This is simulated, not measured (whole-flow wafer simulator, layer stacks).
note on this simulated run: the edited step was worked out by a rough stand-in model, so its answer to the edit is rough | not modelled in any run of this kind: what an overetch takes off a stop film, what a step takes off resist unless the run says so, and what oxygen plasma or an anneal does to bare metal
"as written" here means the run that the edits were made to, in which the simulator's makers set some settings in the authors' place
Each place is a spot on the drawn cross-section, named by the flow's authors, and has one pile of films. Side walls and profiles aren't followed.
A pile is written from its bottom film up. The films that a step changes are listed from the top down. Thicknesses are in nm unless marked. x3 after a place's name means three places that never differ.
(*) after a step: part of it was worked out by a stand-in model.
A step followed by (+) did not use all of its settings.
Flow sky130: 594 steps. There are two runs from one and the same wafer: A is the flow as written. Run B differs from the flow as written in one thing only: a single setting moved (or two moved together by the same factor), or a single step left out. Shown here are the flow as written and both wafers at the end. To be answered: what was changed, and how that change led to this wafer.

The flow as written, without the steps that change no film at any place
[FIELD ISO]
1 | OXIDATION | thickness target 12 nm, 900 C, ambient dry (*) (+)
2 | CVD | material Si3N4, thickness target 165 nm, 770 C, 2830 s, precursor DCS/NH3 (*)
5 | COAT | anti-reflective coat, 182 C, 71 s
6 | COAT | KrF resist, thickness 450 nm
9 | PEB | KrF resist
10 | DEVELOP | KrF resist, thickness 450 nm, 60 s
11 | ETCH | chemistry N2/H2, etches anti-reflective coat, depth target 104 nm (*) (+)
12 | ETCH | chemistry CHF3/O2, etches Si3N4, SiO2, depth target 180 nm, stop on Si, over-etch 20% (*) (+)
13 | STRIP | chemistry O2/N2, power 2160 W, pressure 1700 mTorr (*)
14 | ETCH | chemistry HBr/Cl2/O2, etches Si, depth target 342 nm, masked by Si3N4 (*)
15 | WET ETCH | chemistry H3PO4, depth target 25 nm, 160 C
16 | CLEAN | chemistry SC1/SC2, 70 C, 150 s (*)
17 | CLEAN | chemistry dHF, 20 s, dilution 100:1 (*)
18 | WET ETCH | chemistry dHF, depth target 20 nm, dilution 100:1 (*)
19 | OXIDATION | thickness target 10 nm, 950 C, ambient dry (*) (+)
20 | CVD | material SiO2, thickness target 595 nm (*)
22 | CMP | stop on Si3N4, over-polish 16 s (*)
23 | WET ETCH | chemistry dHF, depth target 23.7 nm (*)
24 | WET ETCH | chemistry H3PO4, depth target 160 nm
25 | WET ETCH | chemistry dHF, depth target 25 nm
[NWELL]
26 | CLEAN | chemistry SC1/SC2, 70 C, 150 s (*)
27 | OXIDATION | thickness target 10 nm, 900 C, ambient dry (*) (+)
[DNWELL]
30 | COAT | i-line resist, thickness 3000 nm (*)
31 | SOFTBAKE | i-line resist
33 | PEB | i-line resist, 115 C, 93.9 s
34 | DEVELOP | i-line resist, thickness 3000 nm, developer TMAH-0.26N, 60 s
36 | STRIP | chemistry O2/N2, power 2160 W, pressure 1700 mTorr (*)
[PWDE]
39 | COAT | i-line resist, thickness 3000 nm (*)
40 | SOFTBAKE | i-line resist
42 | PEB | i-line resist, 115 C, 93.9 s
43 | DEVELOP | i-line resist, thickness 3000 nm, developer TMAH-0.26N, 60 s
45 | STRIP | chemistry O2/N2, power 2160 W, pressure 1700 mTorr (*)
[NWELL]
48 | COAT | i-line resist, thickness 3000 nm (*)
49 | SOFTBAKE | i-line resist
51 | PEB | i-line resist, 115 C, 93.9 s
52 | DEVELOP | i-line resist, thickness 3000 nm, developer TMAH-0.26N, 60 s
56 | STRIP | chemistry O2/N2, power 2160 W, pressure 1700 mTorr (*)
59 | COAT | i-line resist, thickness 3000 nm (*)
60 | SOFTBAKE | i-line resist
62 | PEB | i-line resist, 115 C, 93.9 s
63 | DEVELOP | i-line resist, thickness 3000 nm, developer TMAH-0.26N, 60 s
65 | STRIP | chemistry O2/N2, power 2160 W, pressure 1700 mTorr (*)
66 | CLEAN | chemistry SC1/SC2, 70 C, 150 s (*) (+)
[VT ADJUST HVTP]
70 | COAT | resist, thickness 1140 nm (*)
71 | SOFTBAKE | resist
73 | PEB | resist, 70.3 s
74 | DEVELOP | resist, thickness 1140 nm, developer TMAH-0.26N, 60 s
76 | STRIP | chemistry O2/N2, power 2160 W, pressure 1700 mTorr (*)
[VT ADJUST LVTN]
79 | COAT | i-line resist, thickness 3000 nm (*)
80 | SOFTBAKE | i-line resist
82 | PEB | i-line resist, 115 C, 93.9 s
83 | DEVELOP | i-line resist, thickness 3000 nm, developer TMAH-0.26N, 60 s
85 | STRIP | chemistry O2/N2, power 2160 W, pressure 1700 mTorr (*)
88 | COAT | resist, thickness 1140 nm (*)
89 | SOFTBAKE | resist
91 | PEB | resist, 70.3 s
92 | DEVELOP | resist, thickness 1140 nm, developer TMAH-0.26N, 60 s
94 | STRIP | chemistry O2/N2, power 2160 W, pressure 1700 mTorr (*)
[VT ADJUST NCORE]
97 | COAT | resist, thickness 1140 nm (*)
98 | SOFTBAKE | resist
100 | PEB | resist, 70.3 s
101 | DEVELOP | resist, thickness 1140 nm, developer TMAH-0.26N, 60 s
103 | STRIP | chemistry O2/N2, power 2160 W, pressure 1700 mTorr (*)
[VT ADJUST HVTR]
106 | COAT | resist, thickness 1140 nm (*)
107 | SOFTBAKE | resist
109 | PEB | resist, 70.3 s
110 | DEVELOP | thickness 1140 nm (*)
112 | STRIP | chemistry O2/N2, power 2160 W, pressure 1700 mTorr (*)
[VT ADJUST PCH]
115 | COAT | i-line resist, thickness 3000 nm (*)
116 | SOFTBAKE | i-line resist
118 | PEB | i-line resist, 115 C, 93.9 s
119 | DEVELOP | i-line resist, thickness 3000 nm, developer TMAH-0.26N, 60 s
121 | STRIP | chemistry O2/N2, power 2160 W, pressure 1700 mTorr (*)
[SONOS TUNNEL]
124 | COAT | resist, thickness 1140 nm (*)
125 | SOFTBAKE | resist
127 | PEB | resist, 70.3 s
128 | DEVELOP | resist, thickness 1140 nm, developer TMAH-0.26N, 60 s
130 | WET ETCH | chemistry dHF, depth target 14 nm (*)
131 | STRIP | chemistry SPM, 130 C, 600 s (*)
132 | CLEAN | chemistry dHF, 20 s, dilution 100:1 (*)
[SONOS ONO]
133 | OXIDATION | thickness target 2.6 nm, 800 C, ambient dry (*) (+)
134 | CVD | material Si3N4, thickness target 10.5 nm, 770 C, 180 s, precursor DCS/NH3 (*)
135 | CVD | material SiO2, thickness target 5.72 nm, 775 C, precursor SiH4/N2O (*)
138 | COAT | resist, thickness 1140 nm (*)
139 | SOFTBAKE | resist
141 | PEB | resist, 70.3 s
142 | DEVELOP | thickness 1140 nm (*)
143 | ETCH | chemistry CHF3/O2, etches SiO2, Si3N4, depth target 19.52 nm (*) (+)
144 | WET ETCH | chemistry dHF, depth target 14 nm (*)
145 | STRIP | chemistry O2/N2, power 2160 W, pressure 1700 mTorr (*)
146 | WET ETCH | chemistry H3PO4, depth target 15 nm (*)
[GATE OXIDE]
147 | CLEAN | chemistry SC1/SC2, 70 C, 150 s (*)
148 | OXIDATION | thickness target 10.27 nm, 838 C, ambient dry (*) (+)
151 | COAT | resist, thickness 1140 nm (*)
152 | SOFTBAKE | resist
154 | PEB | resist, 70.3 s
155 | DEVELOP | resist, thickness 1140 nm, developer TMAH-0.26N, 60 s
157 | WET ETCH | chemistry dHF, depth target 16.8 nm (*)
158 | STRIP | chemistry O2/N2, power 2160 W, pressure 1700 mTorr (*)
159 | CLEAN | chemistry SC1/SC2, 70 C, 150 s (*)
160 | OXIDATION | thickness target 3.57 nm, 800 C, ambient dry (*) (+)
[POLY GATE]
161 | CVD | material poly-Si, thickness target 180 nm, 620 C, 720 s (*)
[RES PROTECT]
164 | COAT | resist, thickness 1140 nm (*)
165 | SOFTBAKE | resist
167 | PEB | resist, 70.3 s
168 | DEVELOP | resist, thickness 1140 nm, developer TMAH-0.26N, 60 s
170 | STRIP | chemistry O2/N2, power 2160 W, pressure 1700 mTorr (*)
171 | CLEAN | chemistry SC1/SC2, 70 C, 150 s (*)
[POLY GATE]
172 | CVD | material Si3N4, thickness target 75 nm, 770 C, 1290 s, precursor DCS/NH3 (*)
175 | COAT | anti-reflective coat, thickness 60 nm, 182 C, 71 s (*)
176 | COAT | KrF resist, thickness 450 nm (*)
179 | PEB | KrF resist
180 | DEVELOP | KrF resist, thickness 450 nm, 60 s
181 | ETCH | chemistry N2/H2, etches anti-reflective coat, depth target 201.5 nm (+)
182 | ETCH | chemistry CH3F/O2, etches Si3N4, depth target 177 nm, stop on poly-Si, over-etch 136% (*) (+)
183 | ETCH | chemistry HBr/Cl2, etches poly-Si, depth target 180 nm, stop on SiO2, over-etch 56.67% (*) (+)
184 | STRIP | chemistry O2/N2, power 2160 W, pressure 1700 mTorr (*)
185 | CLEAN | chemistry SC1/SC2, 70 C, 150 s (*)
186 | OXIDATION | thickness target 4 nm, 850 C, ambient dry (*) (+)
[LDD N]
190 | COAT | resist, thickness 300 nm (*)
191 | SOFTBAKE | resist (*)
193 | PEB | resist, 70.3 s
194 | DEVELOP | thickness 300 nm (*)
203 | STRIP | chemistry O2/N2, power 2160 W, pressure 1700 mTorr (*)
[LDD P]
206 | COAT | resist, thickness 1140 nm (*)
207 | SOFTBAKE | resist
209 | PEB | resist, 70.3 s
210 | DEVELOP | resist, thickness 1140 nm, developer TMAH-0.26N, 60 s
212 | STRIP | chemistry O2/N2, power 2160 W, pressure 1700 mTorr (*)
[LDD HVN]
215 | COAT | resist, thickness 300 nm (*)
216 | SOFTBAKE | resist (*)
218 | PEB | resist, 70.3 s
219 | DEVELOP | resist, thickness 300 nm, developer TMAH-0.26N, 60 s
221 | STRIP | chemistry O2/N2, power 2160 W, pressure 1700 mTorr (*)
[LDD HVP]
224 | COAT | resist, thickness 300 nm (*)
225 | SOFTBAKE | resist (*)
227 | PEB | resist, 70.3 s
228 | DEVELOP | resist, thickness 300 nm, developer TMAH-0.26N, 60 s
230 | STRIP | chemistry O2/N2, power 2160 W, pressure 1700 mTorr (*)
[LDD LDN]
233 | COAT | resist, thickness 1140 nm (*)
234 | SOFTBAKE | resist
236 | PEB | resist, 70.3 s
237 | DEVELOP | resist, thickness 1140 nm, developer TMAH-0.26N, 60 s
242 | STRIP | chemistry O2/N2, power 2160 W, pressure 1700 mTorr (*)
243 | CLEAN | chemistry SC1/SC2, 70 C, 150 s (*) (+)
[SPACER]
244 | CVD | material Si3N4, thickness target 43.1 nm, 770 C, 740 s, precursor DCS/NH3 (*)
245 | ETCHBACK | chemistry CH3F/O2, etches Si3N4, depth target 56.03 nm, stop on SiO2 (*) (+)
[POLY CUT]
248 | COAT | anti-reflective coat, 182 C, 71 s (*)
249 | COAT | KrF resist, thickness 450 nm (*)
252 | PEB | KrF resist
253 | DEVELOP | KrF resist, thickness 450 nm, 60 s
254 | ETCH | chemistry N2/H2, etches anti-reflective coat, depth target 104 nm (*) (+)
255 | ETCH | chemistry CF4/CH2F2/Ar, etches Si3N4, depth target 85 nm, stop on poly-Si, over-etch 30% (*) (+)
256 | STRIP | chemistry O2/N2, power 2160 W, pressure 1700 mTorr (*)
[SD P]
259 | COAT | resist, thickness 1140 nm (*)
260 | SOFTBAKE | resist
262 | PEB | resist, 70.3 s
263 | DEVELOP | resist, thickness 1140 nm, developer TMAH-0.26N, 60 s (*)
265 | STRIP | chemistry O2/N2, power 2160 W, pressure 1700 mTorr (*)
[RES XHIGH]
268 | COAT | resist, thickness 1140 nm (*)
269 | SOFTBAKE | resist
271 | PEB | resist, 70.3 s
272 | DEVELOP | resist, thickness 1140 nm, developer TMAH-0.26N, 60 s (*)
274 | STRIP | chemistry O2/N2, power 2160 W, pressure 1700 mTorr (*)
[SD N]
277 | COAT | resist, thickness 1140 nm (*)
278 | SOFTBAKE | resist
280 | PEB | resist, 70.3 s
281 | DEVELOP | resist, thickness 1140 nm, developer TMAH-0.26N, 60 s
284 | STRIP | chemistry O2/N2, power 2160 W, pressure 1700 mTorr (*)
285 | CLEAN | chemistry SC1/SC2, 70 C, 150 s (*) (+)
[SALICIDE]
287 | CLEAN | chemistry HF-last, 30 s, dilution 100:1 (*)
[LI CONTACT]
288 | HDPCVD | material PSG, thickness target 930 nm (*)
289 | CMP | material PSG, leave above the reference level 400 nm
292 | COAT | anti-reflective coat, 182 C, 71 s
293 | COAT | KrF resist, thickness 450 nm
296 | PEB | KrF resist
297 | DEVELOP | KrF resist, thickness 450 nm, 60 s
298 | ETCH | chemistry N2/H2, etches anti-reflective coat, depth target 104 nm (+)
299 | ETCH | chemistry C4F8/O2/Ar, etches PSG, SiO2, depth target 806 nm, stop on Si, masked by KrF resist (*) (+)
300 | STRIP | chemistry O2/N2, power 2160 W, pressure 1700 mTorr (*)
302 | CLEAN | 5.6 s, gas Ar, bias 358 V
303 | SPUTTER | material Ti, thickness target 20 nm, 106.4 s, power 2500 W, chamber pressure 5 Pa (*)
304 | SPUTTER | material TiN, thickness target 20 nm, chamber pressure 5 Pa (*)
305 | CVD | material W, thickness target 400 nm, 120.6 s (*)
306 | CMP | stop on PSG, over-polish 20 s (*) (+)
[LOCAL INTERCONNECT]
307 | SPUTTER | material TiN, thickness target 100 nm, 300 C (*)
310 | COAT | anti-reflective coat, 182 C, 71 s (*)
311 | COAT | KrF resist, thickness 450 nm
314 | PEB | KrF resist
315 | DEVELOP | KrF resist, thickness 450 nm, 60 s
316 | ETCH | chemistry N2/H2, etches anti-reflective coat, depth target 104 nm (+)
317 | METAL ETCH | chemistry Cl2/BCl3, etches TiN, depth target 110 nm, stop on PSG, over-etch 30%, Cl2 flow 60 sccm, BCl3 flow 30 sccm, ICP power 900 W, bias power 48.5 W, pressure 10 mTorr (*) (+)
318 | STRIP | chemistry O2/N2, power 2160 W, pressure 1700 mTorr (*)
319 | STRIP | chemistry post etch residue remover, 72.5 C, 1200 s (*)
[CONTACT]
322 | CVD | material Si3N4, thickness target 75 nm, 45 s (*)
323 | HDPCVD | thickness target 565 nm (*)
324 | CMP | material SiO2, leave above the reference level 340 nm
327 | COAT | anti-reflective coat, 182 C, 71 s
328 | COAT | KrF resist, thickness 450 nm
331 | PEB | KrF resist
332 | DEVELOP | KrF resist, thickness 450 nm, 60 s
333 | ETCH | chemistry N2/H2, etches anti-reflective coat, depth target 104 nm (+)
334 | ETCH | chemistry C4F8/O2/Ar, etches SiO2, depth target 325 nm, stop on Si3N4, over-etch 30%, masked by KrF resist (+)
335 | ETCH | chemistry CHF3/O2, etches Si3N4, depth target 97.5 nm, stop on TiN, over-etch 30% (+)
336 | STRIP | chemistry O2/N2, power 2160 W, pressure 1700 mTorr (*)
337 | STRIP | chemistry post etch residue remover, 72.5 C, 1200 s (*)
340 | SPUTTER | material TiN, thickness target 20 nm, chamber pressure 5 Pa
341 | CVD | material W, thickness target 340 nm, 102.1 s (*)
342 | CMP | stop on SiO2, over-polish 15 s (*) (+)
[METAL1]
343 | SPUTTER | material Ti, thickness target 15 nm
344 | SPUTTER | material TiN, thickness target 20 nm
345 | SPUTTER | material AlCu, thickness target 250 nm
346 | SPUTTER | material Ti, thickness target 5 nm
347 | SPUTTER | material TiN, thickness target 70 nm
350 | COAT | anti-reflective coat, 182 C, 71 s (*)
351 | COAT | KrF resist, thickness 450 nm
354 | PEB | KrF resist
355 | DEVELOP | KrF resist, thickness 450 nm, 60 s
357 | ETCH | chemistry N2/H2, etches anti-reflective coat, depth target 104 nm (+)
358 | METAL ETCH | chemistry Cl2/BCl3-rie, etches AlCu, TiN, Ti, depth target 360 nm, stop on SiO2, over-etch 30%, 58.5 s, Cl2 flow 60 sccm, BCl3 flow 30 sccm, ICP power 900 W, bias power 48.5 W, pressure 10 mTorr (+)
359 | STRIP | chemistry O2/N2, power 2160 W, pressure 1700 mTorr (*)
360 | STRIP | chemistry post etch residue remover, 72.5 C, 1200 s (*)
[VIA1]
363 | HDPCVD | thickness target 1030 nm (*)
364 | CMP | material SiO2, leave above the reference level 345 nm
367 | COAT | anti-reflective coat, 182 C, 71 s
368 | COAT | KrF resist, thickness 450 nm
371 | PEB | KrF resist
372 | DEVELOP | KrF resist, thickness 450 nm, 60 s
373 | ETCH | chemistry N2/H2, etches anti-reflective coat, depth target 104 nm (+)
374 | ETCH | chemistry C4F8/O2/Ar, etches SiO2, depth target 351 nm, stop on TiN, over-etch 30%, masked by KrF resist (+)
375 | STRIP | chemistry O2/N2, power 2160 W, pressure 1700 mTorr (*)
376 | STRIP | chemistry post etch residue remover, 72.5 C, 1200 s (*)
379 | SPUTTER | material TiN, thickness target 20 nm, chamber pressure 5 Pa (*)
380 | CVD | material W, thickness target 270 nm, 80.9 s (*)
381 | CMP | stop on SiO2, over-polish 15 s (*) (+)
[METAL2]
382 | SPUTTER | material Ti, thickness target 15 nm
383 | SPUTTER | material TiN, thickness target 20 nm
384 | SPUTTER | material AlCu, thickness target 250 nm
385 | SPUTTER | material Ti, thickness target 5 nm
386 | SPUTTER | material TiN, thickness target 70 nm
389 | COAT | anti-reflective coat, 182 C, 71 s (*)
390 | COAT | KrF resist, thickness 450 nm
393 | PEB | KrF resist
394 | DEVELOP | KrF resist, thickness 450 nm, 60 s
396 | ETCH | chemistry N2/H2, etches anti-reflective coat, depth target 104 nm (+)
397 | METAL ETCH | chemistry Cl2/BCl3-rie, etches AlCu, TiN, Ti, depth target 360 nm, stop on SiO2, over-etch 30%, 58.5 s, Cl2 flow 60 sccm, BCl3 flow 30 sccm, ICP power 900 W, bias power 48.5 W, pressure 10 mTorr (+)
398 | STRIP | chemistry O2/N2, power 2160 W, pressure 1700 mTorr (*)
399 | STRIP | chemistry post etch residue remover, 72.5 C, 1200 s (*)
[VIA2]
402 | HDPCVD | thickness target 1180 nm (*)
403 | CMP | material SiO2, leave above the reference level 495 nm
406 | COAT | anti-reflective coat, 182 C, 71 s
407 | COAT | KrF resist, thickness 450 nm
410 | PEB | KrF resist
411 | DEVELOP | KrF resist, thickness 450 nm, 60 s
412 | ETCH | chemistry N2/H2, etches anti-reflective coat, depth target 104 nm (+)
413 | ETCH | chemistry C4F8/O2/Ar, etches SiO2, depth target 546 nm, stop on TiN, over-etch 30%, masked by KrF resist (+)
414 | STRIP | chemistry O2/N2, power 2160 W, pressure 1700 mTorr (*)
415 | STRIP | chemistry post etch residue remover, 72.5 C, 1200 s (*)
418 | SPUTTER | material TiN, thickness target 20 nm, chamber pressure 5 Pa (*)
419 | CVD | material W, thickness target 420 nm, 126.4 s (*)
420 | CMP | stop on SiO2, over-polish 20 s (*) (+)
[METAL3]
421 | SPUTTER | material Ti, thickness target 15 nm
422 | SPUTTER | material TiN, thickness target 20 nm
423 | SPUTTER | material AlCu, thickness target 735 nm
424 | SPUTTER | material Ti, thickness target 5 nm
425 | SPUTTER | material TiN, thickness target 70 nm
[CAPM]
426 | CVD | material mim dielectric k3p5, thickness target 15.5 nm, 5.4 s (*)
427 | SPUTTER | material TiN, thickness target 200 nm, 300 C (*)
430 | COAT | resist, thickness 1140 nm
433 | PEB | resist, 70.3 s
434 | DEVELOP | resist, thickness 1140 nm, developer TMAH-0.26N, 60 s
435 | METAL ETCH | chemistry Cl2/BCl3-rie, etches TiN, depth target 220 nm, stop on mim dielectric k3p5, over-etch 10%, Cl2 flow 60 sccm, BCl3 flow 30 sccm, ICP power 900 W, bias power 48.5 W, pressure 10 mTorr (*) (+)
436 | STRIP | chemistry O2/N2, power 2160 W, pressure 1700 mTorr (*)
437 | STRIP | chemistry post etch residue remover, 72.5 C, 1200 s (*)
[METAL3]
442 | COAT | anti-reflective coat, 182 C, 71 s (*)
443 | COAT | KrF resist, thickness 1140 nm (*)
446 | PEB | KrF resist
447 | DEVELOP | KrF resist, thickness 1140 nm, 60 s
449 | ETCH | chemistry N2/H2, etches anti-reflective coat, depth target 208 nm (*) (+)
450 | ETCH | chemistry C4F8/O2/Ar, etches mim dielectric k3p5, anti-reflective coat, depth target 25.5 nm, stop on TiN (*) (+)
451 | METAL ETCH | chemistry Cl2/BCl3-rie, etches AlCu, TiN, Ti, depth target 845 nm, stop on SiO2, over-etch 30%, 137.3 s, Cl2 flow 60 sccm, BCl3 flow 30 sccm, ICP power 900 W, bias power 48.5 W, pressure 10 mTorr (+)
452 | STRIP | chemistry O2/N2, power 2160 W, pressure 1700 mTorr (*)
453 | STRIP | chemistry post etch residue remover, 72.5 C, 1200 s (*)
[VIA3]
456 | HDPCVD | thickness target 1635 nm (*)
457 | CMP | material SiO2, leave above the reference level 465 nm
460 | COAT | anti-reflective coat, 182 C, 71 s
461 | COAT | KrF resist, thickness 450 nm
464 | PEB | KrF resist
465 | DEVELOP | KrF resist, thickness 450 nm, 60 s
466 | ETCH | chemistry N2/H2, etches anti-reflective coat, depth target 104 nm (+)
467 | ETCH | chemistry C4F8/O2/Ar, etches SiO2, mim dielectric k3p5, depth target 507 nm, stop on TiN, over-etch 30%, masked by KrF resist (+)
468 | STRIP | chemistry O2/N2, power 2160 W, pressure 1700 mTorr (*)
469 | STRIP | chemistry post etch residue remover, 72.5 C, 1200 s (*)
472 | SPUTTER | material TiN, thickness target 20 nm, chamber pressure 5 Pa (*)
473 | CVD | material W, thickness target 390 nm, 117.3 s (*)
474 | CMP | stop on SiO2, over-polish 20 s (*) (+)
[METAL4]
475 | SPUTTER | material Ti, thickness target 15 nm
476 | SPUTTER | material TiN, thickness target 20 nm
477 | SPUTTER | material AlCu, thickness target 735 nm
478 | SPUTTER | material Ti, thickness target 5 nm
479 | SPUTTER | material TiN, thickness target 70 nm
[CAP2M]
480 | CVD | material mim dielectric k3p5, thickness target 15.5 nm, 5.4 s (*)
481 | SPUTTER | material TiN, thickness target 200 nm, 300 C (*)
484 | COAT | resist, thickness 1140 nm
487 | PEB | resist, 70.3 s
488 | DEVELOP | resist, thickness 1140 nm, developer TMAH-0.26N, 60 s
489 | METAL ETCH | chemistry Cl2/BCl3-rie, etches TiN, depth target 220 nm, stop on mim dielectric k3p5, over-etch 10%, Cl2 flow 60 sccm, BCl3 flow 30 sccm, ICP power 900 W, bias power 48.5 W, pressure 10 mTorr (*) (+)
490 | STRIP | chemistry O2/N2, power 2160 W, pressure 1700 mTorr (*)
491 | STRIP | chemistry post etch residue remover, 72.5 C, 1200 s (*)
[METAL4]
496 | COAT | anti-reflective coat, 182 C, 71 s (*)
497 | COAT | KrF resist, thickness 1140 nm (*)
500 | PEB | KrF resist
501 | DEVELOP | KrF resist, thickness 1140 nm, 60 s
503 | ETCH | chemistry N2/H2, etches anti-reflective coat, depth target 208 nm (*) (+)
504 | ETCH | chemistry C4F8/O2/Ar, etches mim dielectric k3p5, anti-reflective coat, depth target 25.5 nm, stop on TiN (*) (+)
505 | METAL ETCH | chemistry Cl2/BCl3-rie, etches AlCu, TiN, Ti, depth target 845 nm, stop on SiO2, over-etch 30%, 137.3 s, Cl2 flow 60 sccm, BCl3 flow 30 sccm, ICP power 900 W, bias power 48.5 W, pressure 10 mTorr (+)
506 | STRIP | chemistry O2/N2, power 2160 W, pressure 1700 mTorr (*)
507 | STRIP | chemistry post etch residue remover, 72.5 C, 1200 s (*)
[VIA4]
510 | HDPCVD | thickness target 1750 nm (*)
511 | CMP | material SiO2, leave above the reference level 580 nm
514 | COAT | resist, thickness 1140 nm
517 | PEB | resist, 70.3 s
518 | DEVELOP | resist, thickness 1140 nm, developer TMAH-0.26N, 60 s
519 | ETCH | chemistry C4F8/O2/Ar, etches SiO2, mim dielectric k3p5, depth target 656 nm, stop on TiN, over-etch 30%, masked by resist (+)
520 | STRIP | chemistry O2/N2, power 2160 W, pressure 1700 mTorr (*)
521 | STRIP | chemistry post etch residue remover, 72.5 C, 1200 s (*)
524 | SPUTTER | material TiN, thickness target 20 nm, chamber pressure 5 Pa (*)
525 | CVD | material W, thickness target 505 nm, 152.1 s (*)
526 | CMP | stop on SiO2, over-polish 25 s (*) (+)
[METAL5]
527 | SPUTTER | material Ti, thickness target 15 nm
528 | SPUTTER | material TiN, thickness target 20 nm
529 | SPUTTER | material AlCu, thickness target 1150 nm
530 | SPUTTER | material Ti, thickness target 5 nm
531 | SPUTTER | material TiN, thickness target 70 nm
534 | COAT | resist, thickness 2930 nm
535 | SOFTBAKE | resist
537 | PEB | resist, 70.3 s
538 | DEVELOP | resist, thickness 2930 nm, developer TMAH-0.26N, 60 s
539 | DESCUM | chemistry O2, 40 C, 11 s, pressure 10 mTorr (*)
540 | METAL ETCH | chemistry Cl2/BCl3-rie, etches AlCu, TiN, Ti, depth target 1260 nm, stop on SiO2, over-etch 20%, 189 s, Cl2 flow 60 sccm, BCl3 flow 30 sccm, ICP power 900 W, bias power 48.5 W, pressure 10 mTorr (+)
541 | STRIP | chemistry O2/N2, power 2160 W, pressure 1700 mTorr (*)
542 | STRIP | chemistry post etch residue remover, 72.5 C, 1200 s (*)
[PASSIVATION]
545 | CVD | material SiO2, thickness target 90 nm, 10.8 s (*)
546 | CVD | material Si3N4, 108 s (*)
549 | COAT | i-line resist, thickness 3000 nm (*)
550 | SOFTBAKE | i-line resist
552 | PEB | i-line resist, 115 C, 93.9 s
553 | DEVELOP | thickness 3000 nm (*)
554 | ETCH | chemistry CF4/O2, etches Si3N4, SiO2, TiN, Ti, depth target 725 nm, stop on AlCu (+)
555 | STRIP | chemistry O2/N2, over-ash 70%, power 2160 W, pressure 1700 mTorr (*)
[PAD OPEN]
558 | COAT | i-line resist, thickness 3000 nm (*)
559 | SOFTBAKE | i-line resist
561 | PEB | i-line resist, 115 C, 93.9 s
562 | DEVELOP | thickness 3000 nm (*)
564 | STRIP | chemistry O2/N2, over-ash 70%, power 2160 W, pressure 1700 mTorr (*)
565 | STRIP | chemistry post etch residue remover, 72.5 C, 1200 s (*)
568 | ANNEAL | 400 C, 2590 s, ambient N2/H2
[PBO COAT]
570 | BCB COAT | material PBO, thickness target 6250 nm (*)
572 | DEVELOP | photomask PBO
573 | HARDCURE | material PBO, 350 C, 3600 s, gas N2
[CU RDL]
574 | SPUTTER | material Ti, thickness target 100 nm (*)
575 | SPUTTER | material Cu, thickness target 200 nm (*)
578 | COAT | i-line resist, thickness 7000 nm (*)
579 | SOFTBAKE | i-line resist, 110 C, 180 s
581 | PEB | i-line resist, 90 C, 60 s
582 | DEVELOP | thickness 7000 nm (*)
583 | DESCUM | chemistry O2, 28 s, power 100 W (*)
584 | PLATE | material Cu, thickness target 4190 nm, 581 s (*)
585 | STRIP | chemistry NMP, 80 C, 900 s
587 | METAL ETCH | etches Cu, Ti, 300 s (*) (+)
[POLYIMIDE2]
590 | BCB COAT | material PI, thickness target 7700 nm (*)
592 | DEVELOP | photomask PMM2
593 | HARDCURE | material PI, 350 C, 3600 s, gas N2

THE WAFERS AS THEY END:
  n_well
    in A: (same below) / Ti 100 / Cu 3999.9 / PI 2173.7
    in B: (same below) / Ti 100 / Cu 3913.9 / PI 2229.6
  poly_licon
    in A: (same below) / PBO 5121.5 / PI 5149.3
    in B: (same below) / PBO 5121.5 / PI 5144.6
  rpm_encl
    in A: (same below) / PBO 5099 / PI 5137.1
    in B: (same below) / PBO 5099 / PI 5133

Cause: step 575, SPUTTER: thickness target 114 nm was run, whereas the flow has thickness target 200 nm.

The path from the change to this, step by step:
  575 | SPUTTER | material Cu, thickness target 200 nm (*)
      field, active, n_well and 190 more: A Cu gains 200 (new film) | B Cu gains 114 (new film)
  587 | METAL ETCH | etches Cu, Ti, 300 s (*) (+)
      field, active, gate and 167 more: A Cu loses 200 (all of it), Ti loses 100 (all of it) | B Cu loses 114 (all of it), Ti loses 100 (all of it)
  590 | BCB COAT | material PI, thickness target 7700 nm (*)
      n_well, p_well, sd_n, sd_p: A PI gains 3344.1 (new film) | B PI gains 3430.1 (new film)
      mim: A PI gains 3670.5 (new film) | B PI gains 3752.6 (new film)
      (and at 13 other places as well)
  593 | HARDCURE | material PI, 350 C, 3600 s, gas N2
      n_well, p_well, sd_n, sd_p: A PI loses 1170.4 | B PI loses 1200.5
